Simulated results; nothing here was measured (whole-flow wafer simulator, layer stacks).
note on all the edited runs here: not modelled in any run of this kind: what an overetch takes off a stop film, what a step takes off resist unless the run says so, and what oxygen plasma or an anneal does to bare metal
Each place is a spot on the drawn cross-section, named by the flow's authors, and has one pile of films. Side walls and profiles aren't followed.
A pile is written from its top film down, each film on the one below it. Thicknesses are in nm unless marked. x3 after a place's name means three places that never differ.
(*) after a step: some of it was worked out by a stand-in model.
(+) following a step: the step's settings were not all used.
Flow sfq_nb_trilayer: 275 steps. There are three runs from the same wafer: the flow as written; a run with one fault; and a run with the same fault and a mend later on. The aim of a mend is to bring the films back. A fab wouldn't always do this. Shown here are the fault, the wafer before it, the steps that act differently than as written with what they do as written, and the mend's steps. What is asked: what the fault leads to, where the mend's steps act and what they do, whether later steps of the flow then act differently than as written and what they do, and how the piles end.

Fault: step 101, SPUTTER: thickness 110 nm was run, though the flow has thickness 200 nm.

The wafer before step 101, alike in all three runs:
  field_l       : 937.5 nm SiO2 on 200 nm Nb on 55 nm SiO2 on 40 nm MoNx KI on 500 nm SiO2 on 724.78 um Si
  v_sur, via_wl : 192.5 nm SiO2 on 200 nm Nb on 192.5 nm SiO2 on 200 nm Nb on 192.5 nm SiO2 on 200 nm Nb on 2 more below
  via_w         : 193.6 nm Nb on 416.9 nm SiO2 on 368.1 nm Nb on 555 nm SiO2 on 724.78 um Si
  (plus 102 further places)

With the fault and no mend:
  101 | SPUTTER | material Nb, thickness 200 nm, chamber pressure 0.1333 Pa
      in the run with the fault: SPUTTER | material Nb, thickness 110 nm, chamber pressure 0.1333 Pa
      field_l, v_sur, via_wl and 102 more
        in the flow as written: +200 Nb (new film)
        in the run with the fault: +110 Nb (new film)
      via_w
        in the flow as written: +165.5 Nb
        in the run with the fault: +90.7 Nb
  Later steps of the flow acting differently than as written (not shown: 4 more steps that differ only slightly, by at most 2% or 0.5 nm, whichever is larger):
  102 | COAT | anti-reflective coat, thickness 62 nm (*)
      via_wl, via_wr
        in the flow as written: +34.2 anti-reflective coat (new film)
        in the run with the fault: +32.8 anti-reflective coat (new film)
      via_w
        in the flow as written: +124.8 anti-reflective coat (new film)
        in the run with the fault: +120.2 anti-reflective coat (new film)
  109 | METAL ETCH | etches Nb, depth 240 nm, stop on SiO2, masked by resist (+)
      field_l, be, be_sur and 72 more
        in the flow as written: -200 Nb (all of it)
        in the run with the fault: -110 Nb (all of it)
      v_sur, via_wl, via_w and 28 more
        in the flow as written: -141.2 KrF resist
        in the run with the fault: -97.1 KrF resist
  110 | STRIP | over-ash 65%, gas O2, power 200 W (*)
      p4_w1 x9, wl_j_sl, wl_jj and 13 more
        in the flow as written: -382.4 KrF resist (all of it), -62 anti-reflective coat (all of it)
        in the run with the fault: -426.5 KrF resist (all of it), -62 anti-reflective coat (all of it)
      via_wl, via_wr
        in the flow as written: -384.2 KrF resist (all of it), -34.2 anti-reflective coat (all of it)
        in the run with the fault: -430.7 KrF resist (all of it), -32.8 anti-reflective coat (all of it)
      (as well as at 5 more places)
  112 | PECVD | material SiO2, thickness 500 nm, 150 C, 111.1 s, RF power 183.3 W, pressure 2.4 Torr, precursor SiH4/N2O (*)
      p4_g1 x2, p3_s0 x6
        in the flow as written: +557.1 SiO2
        in the run with the fault: +500 SiO2
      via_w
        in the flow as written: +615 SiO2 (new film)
        in the run with the fault: +590 SiO2 (new film)
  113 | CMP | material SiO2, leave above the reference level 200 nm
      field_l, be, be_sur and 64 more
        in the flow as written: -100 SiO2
        in the run with the fault: -190 SiO2
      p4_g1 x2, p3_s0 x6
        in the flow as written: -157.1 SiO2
        in the run with the fault: -190 SiO2
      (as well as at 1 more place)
  By the end, the piles at field_l, v_sur, via_wl and 103 more depart from the flow's by more than 2% or 0.5 nm, whichever is larger.
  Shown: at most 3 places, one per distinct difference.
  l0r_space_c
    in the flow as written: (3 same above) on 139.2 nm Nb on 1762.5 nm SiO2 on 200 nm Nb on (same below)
    in the run with the fault: (3 same above) on 139.2 nm Nb on 1672.5 nm SiO2 on 200 nm Nb on (same below)
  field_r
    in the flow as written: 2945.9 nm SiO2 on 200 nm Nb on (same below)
    in the run with the fault: 2855.9 nm SiO2 on 200 nm Nb on (same below)
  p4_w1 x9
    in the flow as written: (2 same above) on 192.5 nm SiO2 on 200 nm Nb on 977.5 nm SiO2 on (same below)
    in the run with the fault: (2 same above) on 192.5 nm SiO2 on 110 nm Nb on 977.5 nm SiO2 on (same below)

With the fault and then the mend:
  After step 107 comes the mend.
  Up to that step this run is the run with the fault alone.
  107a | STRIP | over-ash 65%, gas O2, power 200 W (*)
      p4_fl x3, p4_g1 x2, p3_s0 x6 and 42 more
        -62 anti-reflective coat (all of it)
      p4_w1 x9, wl_j_sl, wl_jj and 13 more
        -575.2 KrF resist (all of it), -62 anti-reflective coat (all of it)
      r_sur, res, r_end and 9 more
        -61.8 anti-reflective coat (all of it)
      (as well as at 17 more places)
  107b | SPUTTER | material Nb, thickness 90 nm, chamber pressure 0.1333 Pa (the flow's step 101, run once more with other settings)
      field_l, v_sur, via_wl and 102 more
        +90 Nb
      via_w
        +73 Nb
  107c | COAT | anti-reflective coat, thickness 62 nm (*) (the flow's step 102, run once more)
      p4_fl x3, p4_w1 x9, p4_g1 x2 and 63 more
        +62 anti-reflective coat (new film)
      r_sur, res, r_end and 9 more
        +61.8 anti-reflective coat (new film)
      jj_sur, ce_l, c5j, ce_r, sp_r, be_r
        +61.7 anti-reflective coat (new film)
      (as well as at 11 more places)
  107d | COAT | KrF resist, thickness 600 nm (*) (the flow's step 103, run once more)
      p4_fl x3, p4_w1 x9, p4_g1 x2 and 63 more
        +600 KrF resist (new film)
      r_end, moat, field_r, lsp_l, l0_sur
        +599.4 KrF resist (new film)
      be_r, r_sur, res, l0v
        +599.3 KrF resist (new film)
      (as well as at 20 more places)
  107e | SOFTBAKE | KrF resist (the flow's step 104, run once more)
      leaves every film unchanged at each place that is followed
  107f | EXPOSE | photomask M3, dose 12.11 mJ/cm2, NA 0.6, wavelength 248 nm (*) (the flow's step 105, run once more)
      leaves every film unchanged at each place that is followed
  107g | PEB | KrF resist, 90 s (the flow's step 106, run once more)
      wire, be, be_sur and 96 more
        -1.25 KrF resist
      field_l, via_v
        -1.24 KrF resist
      via_wl, via_wr
        -1.26 KrF resist
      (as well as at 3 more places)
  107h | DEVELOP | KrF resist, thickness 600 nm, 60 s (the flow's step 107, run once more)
      p4_fl x3, p4_g1 x2, p3_s0 x6 and 42 more
        -598.7 KrF resist (all of it)
      v_sur, via_wl, via_w and 28 more
        -23.5 KrF resist
      moat, field_r, lsp_l, ln_m5, lsp_m, ln_m6, lsp_r, l0_sur
        -598.2 KrF resist (all of it)
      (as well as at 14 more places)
  None of the later steps of the flow differs from how it acts as written, at any place that is followed, by more than 2% or 0.5 nm, whichever is larger.
  When the end is reached, the piles differ only a little from the flow's at the places that both follow, at most by 2% or 0.5 nm, whichever is larger.
